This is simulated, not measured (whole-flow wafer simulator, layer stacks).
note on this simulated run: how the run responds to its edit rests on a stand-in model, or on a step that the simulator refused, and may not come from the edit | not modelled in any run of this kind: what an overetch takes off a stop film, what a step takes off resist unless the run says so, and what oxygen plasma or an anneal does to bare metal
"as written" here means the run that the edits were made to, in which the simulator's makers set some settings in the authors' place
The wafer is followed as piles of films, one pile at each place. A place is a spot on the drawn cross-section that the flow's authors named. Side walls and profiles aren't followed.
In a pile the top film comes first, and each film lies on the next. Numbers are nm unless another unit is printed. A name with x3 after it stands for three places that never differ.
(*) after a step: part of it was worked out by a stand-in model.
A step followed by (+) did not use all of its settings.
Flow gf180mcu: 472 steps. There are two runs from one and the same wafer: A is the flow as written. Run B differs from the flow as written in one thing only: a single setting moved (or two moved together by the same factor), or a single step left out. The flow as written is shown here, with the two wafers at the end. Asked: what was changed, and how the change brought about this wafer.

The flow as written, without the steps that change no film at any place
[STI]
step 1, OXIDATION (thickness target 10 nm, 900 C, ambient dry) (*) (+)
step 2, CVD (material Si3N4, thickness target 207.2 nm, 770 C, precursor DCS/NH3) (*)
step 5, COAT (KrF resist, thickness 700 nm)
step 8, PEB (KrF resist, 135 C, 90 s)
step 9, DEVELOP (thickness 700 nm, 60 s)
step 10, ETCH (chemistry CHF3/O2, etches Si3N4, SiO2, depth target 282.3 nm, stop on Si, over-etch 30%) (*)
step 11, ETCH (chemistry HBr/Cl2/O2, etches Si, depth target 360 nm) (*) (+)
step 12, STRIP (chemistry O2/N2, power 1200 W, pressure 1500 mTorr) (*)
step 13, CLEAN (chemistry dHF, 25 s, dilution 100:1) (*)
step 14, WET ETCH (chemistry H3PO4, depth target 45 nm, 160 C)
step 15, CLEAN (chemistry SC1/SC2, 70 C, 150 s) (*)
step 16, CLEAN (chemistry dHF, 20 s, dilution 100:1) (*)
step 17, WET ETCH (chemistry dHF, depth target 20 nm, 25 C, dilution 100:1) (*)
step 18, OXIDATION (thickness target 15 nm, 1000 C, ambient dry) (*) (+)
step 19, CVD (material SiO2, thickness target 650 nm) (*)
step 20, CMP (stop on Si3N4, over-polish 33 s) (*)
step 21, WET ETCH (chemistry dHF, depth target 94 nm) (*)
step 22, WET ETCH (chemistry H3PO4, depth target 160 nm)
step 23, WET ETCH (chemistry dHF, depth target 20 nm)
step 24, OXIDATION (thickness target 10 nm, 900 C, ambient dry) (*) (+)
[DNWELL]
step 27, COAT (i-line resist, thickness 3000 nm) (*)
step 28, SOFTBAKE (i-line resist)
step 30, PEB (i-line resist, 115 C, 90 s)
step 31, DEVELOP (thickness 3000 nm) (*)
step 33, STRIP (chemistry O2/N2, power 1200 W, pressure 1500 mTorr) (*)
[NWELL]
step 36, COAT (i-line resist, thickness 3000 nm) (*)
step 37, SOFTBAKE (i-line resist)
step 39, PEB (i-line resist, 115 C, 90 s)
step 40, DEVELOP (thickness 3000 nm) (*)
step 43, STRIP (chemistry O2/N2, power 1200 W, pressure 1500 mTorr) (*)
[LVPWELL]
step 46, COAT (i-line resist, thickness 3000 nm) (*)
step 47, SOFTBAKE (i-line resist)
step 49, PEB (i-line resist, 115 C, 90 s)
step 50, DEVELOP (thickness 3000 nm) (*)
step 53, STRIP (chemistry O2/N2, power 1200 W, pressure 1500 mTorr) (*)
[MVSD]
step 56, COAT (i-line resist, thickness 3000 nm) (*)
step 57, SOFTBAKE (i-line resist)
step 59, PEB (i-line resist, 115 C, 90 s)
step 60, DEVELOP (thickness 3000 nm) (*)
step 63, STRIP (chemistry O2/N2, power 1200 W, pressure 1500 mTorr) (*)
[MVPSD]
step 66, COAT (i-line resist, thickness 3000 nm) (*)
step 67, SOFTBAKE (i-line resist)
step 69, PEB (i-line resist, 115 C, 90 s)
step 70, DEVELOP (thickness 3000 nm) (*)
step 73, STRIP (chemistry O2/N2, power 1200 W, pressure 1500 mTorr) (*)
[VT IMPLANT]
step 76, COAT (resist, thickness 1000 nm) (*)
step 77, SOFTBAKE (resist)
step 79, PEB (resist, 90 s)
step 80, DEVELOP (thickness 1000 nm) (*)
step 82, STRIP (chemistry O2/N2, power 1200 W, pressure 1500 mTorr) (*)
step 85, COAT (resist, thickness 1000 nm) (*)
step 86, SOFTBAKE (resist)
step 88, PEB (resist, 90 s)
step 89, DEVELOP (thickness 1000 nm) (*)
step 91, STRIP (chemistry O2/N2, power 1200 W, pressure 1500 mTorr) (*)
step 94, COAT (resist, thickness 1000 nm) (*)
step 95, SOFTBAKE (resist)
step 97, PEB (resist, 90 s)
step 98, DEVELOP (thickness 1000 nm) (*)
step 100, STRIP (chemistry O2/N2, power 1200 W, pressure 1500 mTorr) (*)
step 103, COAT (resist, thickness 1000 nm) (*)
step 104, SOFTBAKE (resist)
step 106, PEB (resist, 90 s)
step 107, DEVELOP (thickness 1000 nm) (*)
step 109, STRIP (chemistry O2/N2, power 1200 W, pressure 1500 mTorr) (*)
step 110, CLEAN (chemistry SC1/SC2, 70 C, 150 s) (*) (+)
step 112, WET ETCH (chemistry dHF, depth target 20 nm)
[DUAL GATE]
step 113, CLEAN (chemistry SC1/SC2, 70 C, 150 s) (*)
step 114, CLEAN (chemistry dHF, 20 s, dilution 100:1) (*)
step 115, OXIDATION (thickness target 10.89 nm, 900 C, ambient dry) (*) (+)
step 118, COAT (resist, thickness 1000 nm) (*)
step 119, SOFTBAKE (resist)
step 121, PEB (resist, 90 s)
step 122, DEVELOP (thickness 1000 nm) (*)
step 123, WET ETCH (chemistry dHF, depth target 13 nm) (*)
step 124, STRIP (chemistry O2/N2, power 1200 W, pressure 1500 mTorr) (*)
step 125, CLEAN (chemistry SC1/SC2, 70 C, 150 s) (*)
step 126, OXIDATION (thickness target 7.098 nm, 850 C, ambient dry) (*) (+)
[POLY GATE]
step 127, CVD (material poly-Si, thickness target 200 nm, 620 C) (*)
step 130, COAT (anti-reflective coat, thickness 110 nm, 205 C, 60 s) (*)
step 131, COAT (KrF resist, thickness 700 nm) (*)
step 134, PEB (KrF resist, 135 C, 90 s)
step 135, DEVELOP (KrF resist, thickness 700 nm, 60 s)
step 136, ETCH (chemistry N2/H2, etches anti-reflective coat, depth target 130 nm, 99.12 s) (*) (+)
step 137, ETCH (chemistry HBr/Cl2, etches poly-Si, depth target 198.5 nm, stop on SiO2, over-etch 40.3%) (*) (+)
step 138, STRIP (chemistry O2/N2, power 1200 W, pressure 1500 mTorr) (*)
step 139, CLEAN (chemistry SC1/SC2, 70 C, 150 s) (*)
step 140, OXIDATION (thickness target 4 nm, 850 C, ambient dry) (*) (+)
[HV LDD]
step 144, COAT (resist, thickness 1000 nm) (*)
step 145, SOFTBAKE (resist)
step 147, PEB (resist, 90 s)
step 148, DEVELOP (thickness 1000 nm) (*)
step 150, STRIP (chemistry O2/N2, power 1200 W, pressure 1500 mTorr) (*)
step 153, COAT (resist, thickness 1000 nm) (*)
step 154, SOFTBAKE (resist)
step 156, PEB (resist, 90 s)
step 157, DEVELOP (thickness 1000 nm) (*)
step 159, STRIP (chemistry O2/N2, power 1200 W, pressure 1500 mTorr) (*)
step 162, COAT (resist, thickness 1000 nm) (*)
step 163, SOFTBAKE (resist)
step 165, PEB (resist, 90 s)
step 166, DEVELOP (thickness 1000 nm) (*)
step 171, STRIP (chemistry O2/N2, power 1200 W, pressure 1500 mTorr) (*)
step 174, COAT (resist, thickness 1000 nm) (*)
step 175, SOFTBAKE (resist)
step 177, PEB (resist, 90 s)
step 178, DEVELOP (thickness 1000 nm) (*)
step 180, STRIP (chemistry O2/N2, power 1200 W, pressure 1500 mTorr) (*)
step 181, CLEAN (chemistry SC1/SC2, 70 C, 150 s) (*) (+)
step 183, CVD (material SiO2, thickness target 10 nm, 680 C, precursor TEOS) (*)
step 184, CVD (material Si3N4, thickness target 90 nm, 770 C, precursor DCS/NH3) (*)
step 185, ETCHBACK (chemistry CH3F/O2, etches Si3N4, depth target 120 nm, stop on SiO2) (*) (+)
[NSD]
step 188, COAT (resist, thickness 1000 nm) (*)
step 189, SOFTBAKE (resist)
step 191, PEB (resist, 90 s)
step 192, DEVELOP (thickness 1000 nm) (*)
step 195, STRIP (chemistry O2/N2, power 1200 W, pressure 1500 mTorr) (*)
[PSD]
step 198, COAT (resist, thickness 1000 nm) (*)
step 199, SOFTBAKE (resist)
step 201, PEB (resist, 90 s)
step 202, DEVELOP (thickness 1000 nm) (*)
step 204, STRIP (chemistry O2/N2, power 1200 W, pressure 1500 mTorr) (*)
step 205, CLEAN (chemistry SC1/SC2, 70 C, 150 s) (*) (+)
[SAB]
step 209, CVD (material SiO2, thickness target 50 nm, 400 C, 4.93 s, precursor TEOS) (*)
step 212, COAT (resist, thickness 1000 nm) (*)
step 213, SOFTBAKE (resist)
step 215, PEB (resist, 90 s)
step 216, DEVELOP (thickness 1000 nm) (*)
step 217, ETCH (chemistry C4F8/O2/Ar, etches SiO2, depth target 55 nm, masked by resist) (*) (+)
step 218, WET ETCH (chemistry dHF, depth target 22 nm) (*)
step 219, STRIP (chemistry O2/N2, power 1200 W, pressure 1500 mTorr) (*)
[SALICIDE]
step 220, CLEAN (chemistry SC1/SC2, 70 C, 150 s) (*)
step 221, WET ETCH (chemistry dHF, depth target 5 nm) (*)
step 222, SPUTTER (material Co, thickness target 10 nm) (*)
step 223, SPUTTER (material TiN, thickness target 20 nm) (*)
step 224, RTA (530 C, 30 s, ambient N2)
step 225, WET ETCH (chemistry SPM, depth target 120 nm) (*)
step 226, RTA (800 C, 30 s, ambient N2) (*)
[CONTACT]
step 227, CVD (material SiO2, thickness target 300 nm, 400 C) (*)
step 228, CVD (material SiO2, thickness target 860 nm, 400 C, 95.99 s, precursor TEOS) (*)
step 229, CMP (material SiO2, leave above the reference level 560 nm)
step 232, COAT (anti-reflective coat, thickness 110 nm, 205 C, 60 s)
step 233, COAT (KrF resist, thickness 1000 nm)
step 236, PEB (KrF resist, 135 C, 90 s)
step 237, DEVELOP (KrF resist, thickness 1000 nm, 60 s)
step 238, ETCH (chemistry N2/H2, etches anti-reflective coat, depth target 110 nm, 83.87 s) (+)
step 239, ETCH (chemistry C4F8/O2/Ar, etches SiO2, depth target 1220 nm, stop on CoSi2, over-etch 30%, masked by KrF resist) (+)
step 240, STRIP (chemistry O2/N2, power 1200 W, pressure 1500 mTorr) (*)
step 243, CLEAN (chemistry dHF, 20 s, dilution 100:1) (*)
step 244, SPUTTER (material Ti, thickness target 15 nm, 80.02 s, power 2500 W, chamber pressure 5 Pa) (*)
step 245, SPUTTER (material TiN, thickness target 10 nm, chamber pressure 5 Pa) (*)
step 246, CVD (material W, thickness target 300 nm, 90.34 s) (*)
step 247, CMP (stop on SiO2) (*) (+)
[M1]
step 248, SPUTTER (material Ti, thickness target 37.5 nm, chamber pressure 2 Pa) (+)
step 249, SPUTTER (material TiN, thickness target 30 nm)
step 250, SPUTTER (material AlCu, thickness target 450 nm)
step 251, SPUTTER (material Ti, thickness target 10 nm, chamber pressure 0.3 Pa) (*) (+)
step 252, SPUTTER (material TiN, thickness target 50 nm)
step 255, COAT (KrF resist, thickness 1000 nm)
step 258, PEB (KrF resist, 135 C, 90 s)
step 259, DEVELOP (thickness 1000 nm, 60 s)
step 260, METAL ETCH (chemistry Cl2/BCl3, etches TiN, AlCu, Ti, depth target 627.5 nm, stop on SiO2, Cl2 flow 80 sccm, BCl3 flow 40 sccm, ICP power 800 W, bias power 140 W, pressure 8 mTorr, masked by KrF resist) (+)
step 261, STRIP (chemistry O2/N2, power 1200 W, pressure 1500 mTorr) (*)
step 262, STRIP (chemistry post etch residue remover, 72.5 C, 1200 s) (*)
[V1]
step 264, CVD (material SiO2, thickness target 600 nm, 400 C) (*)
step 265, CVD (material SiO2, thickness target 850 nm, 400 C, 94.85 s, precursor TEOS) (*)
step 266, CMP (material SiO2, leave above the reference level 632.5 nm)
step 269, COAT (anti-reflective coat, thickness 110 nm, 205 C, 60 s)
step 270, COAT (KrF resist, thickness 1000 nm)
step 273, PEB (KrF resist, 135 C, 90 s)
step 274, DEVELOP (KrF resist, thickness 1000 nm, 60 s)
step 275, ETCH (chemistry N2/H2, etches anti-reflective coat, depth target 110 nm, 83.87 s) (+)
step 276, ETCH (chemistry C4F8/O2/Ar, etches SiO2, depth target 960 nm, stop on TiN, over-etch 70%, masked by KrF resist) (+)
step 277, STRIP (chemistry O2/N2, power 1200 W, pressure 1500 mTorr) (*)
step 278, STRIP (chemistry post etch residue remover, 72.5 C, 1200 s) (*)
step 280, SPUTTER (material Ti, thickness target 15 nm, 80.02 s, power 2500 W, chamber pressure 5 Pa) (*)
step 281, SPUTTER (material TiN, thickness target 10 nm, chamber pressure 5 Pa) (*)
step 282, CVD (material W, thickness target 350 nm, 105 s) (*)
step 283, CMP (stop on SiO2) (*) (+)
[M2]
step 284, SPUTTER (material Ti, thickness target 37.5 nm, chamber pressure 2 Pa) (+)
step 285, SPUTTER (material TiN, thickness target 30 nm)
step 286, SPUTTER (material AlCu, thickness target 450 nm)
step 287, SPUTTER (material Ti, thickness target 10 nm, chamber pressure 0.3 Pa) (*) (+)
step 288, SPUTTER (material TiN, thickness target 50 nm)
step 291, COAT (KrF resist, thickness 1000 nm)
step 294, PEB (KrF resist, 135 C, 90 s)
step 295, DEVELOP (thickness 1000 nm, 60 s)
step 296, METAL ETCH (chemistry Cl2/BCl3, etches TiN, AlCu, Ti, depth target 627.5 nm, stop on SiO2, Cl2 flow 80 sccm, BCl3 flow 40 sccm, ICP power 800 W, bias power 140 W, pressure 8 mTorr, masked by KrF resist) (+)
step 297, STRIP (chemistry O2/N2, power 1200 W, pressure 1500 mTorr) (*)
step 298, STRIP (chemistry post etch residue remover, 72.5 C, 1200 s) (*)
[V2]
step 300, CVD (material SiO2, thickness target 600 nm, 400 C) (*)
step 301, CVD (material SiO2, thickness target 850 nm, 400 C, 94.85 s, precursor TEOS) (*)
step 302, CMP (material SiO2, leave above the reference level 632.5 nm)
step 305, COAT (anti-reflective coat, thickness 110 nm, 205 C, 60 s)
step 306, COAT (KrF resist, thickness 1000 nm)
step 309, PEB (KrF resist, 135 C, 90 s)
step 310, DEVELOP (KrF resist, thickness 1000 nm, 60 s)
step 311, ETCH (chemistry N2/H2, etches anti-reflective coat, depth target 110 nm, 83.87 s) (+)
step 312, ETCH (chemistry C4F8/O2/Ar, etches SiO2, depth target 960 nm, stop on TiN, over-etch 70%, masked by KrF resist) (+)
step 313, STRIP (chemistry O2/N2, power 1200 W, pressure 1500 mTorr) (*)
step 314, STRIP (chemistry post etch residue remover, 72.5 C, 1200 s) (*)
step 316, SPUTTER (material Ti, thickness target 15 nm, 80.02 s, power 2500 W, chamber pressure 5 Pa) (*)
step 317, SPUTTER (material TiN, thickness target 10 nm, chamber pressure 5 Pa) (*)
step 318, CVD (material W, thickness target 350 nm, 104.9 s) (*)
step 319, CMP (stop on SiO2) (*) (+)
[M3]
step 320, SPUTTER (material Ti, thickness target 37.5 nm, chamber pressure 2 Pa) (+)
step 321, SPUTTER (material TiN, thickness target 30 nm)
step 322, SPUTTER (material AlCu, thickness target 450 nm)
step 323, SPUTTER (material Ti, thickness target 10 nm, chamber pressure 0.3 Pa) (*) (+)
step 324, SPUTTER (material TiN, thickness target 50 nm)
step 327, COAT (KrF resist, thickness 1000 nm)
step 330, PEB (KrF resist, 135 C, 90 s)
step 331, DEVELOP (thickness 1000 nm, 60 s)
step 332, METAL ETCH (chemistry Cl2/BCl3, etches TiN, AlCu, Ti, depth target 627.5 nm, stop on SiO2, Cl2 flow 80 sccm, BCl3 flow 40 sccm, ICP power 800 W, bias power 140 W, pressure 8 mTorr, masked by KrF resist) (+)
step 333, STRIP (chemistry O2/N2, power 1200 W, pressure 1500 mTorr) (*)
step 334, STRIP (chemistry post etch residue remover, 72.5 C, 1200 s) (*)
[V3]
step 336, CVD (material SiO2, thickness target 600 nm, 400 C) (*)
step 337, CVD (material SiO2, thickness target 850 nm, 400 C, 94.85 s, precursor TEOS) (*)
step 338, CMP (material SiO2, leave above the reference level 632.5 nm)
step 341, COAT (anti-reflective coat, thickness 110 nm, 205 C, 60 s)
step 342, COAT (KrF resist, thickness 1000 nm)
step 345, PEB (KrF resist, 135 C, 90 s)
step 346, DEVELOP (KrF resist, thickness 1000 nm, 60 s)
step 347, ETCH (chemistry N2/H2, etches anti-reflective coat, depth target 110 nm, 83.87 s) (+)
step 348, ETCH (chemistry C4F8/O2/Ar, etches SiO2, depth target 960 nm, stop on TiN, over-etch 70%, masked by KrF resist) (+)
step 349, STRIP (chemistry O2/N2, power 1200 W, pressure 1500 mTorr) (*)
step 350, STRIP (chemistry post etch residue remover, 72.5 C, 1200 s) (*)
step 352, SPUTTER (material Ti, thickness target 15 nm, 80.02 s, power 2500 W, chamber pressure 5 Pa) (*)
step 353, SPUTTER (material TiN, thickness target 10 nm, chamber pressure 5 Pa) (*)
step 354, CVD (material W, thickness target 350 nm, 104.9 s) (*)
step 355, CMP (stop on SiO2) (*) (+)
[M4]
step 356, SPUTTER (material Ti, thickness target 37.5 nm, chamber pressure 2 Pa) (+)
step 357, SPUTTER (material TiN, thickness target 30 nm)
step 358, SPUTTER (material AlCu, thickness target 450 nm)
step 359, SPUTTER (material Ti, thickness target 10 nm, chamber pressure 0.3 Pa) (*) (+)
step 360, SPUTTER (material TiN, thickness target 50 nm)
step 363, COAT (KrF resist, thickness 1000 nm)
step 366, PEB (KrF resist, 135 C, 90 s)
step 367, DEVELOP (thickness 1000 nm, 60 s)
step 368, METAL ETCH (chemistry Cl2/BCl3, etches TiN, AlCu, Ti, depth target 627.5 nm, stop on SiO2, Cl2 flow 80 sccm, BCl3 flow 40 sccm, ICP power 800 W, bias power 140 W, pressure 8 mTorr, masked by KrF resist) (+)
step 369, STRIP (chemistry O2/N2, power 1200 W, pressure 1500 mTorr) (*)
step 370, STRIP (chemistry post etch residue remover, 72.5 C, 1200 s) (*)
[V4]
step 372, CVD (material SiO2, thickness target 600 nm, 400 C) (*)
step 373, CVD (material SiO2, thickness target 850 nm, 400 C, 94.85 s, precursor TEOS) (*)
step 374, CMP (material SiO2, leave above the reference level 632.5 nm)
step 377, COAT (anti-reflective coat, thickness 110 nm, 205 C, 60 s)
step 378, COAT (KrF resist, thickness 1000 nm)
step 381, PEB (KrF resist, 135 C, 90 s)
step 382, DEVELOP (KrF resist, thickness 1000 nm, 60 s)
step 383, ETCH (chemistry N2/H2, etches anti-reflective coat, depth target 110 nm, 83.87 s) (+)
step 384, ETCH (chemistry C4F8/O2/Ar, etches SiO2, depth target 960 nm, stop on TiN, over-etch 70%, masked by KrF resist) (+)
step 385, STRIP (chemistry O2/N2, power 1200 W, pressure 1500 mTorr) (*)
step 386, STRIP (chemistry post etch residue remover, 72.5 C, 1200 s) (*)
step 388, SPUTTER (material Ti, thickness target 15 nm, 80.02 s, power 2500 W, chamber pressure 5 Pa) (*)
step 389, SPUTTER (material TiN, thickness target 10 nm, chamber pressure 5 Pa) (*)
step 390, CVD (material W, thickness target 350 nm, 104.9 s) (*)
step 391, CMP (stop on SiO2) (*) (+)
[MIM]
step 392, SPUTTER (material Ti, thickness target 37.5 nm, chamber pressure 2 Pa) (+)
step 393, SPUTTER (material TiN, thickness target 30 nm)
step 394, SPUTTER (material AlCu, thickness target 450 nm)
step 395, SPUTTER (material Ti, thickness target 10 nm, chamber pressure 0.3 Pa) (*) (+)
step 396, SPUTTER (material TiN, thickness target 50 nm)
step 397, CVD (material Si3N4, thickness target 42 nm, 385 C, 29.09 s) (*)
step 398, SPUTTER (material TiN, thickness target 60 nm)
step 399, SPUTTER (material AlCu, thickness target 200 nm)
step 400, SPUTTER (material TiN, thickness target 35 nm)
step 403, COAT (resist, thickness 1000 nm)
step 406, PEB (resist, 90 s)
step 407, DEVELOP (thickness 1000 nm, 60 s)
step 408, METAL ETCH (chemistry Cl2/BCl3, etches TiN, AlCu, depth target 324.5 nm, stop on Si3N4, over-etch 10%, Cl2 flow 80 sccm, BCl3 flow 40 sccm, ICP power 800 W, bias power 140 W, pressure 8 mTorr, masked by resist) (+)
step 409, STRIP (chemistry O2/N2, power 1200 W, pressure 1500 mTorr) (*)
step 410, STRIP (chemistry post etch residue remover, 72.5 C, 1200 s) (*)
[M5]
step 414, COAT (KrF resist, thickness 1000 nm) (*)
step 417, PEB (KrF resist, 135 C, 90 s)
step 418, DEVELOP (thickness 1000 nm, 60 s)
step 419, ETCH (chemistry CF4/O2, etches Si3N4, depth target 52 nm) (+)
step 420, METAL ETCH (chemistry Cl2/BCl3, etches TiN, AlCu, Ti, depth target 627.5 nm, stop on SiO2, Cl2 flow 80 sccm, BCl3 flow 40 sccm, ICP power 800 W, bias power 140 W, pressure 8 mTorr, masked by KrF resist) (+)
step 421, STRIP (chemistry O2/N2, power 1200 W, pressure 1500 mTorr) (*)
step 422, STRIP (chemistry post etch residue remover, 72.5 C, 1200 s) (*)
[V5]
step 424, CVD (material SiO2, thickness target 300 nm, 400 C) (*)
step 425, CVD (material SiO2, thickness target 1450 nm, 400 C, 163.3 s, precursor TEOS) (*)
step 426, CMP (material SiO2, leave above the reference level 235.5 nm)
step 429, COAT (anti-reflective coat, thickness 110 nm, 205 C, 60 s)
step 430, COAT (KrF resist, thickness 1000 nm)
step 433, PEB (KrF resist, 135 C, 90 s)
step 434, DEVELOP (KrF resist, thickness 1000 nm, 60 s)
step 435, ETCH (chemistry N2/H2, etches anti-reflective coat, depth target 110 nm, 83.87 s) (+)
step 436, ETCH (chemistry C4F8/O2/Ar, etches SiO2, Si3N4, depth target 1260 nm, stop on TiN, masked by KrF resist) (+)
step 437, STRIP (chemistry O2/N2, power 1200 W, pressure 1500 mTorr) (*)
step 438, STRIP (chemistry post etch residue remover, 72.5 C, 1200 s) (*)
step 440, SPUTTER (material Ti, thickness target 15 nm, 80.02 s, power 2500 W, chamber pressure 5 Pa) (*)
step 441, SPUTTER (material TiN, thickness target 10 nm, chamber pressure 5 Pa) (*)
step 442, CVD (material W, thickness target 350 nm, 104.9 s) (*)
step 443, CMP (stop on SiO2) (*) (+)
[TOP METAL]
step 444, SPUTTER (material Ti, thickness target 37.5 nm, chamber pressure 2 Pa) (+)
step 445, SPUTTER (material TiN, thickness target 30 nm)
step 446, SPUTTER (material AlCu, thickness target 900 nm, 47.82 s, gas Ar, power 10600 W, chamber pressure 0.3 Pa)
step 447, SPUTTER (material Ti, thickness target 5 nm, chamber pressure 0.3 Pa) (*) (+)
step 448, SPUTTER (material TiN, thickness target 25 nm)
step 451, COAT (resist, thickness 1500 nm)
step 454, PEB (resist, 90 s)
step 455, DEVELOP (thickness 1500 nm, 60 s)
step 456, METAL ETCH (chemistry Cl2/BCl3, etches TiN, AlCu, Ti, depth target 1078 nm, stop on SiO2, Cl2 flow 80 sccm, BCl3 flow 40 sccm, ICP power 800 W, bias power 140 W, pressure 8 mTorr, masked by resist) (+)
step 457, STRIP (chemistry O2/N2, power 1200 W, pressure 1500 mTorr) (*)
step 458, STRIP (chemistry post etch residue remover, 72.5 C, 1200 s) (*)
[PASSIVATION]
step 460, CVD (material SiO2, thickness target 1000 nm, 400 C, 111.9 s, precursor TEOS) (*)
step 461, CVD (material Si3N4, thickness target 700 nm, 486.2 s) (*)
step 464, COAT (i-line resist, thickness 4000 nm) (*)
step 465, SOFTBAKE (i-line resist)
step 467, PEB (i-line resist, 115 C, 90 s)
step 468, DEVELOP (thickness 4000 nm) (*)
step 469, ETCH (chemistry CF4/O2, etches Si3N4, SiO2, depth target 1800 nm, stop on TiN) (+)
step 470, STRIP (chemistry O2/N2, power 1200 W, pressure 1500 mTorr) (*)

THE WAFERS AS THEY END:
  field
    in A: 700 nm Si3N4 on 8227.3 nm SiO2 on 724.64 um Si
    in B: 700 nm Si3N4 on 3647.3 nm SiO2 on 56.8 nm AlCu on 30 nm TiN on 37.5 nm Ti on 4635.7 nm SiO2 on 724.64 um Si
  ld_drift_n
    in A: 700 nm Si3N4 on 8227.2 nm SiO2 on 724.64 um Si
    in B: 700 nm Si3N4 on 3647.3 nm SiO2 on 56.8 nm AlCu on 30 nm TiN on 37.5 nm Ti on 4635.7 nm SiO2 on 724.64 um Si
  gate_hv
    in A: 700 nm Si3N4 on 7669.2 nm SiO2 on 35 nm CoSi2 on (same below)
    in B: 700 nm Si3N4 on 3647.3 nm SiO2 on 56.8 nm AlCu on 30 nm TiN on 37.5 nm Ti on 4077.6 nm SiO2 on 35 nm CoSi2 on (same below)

What caused this: step 358, SPUTTER: thickness target 630 nm was run, whereas the flow has thickness target 450 nm.

Step by step, how the change led to this:
  step 358, SPUTTER (material AlCu, thickness target 450 nm)
      field, field__w1, field__w2 and 108 more: A +450 AlCu (new film) | B +630 AlCu (new film)
  step 368, METAL ETCH (chemistry Cl2/BCl3, etches TiN, AlCu, Ti, depth target 627.5 nm, stop on SiO2, Cl2 flow 80 sccm, BCl3 flow 40 sccm, ICP power 800 W, bias power 140 W, pressure 8 mTorr, masked by KrF resist) (+)
      field, field__w1, field__w2 and 103 more: A -50 TiN (all of it), -10 Ti (all of it), -450 AlCu (all of it), -30 TiN (all of it), -37.5 Ti (all of it) | B -50 TiN (all of it), -10 Ti (all of it), -567.5 AlCu
  step 370, STRIP (chemistry post etch residue remover, 72.5 C, 1200 s) (*)
      field, field__w1, field__w2 and 103 more: A nothing | B -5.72 AlCu
  step 372, CVD (material SiO2, thickness target 600 nm, 400 C) (*)
      field, field__w1, field__w2 and 103 more: A +600 SiO2 | B +600 SiO2 (new film)
  step 374, CMP (material SiO2, leave above the reference level 632.5 nm)
      field, field__w1, field__w2 and 103 more: A -300 SiO2 | B -244.3 SiO2
If metal films that touch count as one body, field has 1 body; the flow as written gives 0 bodies.
If metal films that touch count as one body, ld_drift_n has 1 body; the flow as written gives 0 bodies.
If metal films that touch count as one body, gate_hv has 2 bodies (between them, from the top down: SiO2 4077.6); the flow as written gives 1 body.
